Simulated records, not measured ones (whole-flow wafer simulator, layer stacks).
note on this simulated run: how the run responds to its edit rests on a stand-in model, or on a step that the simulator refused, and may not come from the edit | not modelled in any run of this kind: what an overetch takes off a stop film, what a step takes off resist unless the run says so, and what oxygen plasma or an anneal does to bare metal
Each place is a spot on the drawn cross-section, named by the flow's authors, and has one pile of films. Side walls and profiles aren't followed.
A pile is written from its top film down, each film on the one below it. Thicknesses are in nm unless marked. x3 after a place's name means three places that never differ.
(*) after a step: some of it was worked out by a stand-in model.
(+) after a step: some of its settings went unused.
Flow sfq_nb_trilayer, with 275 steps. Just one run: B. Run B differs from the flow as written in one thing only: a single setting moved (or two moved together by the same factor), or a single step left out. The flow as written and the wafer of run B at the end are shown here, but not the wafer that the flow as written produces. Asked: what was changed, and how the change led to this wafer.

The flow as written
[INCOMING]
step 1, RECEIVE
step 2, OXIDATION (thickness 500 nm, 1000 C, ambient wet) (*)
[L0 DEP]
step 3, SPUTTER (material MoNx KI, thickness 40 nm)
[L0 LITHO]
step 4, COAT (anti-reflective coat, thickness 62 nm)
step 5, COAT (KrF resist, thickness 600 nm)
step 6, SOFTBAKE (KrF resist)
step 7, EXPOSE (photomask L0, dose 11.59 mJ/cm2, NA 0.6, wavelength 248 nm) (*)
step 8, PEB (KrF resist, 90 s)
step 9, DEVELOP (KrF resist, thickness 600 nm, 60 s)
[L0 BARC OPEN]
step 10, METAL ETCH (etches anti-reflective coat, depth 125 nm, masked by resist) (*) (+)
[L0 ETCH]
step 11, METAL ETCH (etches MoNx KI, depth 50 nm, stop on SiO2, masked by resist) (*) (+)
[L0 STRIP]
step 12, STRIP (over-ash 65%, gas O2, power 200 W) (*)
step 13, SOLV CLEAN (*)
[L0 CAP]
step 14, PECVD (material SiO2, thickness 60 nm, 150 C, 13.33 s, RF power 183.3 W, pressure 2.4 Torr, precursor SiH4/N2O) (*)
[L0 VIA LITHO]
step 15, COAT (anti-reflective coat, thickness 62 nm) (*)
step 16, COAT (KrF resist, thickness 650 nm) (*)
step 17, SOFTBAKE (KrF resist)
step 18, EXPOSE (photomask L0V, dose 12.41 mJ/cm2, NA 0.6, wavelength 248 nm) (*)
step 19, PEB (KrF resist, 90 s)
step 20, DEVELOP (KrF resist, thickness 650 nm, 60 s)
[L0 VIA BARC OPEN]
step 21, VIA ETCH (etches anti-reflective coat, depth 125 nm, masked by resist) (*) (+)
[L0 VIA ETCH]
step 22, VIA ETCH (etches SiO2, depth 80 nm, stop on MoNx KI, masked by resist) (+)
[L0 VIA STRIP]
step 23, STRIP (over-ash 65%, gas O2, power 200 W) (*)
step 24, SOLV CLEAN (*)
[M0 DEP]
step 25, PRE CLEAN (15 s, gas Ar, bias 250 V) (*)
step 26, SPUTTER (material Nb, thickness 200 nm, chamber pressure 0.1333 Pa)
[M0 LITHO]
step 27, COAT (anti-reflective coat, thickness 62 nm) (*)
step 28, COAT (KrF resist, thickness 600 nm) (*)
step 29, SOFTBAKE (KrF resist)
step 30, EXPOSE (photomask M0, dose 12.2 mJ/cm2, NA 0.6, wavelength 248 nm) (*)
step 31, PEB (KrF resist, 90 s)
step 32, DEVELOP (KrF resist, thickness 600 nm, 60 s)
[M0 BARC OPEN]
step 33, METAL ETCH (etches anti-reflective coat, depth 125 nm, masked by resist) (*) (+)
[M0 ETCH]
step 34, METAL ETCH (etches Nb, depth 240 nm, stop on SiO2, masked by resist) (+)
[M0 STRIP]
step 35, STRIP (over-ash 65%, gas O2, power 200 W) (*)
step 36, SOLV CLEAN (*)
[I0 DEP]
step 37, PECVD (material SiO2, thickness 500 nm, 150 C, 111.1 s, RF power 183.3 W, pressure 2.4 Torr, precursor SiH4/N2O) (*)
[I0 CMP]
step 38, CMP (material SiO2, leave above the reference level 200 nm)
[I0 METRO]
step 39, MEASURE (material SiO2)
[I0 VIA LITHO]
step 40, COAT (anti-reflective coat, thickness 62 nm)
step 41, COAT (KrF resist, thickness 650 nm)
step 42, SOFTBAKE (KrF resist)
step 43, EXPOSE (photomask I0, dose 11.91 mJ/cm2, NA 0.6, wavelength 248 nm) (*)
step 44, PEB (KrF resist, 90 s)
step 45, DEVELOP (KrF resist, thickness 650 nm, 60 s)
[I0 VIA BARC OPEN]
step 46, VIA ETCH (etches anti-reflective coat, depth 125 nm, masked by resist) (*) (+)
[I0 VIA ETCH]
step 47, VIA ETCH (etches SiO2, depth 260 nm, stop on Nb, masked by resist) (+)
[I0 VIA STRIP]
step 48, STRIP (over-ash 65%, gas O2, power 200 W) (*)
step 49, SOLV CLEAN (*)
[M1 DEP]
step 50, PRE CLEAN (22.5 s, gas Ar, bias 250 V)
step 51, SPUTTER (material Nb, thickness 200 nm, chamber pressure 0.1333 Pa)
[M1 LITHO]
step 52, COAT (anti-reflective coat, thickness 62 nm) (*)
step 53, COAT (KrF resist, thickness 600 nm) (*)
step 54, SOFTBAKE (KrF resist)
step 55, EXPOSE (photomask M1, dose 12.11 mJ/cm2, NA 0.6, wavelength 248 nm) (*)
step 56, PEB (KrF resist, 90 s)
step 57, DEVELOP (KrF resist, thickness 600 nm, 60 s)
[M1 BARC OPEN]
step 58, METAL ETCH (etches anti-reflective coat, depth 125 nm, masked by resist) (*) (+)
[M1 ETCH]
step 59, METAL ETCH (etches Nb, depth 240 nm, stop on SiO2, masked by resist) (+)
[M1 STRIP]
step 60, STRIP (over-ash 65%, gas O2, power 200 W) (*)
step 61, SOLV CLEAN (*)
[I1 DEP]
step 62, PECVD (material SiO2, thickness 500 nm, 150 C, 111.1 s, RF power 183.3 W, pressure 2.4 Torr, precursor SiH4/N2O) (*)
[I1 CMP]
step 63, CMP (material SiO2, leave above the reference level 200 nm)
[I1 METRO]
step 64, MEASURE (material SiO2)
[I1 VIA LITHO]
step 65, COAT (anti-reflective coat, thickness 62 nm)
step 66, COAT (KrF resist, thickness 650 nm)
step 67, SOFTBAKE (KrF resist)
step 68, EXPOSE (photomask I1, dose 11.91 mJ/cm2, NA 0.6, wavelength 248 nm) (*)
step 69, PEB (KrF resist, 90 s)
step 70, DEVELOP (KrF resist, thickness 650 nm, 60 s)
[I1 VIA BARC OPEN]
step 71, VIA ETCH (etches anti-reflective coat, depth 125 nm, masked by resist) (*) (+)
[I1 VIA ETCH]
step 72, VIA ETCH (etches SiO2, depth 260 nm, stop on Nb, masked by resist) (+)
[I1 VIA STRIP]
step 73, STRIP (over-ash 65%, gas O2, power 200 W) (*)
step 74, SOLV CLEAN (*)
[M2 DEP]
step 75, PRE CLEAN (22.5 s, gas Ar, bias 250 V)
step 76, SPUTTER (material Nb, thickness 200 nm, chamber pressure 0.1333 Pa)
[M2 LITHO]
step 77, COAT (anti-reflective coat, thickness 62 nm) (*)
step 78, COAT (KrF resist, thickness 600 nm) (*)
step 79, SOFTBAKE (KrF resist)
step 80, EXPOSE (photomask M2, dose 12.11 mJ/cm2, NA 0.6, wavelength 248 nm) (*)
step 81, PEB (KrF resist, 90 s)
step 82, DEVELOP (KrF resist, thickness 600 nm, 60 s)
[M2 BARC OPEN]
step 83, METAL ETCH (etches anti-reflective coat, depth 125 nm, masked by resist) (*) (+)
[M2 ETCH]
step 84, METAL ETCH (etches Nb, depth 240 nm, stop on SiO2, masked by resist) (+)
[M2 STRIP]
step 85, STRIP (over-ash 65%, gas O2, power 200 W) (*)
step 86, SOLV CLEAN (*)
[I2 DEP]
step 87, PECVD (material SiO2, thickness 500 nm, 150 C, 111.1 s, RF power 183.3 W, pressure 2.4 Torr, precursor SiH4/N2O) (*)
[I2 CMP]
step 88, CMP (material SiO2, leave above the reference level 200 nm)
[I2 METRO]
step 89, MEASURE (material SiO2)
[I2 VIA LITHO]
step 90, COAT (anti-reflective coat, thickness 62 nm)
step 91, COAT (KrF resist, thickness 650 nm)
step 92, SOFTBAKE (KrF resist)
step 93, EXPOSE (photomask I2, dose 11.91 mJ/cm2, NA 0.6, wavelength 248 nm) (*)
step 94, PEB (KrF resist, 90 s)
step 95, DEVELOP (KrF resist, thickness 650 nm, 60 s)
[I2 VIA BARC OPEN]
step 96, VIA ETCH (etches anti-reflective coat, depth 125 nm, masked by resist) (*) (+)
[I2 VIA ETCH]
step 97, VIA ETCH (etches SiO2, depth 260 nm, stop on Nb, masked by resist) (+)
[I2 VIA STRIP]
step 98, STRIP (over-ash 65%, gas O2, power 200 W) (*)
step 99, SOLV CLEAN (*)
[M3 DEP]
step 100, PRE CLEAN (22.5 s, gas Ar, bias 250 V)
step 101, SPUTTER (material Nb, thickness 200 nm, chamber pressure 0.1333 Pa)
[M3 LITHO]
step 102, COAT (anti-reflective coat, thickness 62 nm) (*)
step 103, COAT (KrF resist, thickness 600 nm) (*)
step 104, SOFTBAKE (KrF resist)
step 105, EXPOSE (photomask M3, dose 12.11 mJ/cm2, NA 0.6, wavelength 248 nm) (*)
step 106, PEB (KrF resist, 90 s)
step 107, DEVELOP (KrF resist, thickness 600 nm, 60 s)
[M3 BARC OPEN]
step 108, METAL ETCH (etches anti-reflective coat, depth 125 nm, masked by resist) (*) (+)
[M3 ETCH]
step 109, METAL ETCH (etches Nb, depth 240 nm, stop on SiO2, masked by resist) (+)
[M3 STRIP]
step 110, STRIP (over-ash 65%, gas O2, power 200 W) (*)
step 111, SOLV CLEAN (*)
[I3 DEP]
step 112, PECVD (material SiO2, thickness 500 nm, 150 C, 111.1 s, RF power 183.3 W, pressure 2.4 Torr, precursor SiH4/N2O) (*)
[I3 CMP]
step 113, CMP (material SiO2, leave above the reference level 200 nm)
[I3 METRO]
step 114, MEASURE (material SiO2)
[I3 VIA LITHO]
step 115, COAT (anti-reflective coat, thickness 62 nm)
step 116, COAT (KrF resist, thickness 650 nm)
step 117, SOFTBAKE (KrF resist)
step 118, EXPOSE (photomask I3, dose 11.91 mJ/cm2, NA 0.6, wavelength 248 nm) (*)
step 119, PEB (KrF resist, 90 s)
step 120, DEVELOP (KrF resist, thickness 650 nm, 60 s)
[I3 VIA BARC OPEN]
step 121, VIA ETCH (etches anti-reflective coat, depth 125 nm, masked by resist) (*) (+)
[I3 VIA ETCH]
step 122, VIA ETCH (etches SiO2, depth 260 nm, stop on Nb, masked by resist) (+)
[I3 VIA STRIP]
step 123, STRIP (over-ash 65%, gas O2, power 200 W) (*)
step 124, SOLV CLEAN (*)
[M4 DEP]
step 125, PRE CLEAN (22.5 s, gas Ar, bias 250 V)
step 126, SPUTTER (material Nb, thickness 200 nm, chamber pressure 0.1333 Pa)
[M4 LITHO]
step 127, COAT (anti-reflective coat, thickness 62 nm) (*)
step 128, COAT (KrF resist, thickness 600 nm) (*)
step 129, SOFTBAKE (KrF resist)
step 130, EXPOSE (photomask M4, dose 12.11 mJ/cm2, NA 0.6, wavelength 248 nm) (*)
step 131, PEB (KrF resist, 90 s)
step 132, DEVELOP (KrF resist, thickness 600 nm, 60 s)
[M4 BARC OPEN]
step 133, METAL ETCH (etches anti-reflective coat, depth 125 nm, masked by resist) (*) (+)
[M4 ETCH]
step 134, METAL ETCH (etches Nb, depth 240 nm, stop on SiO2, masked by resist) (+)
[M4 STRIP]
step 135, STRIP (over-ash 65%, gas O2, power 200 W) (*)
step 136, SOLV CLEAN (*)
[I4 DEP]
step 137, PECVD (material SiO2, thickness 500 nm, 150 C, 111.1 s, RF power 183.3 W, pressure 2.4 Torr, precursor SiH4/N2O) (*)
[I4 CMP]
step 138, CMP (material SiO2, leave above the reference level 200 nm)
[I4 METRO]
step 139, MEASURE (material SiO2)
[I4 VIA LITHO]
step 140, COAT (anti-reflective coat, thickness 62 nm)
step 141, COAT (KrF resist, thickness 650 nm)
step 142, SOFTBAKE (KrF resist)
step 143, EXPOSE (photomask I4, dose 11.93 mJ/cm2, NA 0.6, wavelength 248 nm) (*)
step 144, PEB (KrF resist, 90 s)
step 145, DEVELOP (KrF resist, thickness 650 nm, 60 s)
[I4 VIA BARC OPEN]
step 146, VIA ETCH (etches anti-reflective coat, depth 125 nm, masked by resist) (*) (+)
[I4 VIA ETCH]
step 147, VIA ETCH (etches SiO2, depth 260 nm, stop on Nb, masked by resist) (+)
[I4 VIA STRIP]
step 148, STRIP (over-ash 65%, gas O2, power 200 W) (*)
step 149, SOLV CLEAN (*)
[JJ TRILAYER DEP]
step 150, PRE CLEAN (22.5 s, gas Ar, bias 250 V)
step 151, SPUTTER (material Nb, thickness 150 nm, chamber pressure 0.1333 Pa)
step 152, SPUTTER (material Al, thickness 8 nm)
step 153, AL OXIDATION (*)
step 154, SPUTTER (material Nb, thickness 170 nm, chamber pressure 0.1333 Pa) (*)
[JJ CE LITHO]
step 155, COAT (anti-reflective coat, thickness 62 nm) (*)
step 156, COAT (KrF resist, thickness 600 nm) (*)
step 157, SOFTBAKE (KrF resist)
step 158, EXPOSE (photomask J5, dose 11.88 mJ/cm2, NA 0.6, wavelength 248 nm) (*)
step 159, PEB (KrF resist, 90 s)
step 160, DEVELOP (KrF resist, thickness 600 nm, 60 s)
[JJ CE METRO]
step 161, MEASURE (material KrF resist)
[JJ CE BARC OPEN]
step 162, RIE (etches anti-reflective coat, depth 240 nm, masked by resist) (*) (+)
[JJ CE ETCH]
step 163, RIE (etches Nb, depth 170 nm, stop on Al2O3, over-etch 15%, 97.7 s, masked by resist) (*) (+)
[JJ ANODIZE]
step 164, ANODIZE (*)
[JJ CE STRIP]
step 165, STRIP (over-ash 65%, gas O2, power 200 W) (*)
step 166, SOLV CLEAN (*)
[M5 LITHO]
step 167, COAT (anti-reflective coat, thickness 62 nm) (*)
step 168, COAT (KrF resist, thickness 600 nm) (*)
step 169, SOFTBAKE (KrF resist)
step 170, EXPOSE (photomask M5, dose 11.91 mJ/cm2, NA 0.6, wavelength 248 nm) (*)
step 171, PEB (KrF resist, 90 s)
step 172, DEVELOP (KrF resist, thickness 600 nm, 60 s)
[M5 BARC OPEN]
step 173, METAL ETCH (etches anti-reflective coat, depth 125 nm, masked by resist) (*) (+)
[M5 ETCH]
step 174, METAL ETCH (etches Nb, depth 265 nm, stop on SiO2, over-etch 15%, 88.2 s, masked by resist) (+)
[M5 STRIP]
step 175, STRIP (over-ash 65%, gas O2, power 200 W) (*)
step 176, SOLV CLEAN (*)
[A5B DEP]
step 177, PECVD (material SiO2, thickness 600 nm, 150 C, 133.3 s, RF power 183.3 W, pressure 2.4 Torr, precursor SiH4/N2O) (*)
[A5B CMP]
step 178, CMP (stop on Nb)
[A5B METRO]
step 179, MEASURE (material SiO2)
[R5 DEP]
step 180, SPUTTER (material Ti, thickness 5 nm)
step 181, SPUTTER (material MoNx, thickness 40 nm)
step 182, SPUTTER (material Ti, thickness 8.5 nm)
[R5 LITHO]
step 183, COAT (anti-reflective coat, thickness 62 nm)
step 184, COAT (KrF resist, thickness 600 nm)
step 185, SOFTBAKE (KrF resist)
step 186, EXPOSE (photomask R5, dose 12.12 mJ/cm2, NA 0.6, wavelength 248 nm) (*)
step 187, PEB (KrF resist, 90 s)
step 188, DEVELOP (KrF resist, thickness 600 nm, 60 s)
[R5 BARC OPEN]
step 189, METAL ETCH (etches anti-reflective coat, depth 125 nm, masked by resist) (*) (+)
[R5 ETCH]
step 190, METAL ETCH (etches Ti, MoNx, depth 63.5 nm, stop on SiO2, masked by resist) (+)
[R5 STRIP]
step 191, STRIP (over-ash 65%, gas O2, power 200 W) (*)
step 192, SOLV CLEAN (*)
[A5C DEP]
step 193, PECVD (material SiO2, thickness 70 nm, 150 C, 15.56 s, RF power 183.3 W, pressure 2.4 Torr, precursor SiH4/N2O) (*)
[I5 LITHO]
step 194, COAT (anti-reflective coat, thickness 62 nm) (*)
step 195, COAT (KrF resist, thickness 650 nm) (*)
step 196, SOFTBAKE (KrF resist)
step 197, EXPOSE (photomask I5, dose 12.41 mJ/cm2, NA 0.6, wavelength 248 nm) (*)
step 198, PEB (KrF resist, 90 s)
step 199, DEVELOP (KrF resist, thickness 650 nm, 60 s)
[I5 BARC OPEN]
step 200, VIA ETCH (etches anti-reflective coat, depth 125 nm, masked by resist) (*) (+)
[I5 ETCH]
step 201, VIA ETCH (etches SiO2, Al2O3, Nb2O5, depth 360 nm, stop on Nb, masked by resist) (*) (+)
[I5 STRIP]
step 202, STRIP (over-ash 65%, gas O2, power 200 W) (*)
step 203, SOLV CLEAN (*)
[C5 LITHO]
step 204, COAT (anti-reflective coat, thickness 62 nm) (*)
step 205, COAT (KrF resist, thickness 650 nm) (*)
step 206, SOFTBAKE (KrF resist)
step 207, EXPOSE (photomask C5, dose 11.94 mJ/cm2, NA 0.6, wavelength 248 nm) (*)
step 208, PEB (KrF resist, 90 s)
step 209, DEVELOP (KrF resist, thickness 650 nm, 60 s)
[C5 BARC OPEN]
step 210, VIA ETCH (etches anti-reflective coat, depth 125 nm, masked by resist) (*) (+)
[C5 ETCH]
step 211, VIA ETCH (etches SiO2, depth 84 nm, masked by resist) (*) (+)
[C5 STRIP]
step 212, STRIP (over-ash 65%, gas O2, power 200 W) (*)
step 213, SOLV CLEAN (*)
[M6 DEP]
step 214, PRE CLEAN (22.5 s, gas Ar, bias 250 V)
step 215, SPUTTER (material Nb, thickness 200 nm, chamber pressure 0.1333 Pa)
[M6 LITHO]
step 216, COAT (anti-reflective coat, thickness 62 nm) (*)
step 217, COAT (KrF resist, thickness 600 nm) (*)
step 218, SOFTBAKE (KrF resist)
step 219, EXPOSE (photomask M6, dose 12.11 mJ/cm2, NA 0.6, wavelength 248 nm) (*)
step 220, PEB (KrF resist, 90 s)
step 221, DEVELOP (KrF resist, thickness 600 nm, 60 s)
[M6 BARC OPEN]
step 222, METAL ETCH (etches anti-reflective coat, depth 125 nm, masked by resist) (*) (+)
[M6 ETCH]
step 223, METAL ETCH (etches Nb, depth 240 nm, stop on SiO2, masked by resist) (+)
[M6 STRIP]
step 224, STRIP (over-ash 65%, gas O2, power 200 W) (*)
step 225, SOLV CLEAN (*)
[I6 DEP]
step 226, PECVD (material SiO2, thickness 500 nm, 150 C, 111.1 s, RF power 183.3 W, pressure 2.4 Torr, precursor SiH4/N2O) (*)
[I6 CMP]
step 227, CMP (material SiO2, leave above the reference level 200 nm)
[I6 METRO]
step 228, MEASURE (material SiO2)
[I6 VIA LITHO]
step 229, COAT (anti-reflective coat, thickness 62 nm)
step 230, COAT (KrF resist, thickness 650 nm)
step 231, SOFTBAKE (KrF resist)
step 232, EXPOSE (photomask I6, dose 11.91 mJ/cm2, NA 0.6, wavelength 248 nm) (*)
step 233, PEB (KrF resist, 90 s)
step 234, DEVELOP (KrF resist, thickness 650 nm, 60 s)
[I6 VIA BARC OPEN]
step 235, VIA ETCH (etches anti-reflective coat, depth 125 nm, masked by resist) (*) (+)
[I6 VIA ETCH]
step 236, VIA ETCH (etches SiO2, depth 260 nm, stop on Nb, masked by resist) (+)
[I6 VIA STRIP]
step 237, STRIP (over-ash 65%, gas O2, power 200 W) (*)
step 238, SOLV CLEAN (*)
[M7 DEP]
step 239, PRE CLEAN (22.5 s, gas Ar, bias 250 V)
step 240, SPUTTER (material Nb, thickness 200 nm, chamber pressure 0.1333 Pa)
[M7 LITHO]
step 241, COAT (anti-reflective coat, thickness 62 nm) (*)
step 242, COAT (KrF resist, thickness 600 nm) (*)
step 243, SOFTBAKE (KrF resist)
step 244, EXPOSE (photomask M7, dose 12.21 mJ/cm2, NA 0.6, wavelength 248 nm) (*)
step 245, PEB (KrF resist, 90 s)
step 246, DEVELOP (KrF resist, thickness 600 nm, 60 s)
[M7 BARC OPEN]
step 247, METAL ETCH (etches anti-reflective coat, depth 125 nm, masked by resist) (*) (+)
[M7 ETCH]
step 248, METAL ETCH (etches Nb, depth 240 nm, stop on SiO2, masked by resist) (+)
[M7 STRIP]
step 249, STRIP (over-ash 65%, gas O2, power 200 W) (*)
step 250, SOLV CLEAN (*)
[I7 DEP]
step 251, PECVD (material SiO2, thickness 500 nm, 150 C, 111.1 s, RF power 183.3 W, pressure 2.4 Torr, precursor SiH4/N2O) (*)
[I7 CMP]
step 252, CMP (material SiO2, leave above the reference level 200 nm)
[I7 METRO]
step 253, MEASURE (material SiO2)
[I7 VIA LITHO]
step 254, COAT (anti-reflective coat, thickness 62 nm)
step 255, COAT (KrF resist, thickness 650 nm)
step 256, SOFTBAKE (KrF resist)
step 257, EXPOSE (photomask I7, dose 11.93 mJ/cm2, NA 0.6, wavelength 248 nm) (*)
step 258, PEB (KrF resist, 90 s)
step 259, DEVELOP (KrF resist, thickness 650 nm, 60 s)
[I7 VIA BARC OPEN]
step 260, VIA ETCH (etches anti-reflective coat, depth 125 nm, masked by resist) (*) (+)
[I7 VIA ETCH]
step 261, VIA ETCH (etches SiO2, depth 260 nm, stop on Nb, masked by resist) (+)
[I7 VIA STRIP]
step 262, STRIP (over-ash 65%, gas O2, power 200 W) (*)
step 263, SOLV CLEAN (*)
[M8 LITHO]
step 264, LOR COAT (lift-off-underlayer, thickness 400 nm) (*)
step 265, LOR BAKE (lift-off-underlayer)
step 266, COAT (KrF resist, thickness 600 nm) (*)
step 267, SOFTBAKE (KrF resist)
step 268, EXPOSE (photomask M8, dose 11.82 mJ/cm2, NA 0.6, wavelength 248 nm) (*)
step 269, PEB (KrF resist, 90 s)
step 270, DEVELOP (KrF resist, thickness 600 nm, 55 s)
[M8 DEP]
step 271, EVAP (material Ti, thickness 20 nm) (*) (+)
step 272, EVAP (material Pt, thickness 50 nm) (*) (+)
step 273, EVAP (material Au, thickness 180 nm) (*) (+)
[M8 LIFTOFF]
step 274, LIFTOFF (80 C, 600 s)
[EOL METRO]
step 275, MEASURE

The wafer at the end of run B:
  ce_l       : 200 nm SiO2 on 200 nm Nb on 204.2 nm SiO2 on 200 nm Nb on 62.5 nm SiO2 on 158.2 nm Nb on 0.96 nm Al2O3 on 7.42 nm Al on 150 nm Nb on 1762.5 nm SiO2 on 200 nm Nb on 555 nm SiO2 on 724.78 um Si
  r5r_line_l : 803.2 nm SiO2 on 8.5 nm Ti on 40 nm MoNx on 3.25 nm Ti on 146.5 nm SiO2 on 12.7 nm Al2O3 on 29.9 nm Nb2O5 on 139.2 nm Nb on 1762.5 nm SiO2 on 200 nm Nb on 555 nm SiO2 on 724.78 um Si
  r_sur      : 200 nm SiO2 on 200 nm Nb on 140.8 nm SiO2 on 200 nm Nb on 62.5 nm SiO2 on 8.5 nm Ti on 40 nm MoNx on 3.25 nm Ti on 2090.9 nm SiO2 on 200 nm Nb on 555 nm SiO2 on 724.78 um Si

Cause: step 180, SPUTTER: thickness 3.25 nm was run, whereas the flow has thickness 5 nm.
The wafer itself shows it: r5r_line_l has Ti 3.25, and step 180 as written asks for 5 nm.

How this came from the change, step by step:
  step 180, SPUTTER (material Ti, thickness 5 nm)
      field_l, v_sur, via_wl and 103 more: +3.25 Ti (new film) (it would be, as written: +5 Ti (new film))
  step 190, METAL ETCH (etches Ti, MoNx, depth 63.5 nm, stop on SiO2, masked by resist) (+)
      field_l, v_sur, via_wl and 92 more: -8.5 Ti (all of it), -40 MoNx (all of it), -3.25 Ti (all of it) (it would be, as written: -8.5 Ti (all of it), -40 MoNx (all of it), -5 Ti (all of it))
      ce_l, c5j, ce_r, wl_jj: -8.5 Ti (all of it), -40 MoNx (all of it), -3.25 Ti (all of it), -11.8 Nb (it would be, as written: -8.5 Ti (all of it), -40 MoNx (all of it), -5 Ti (all of it), -10 Nb)
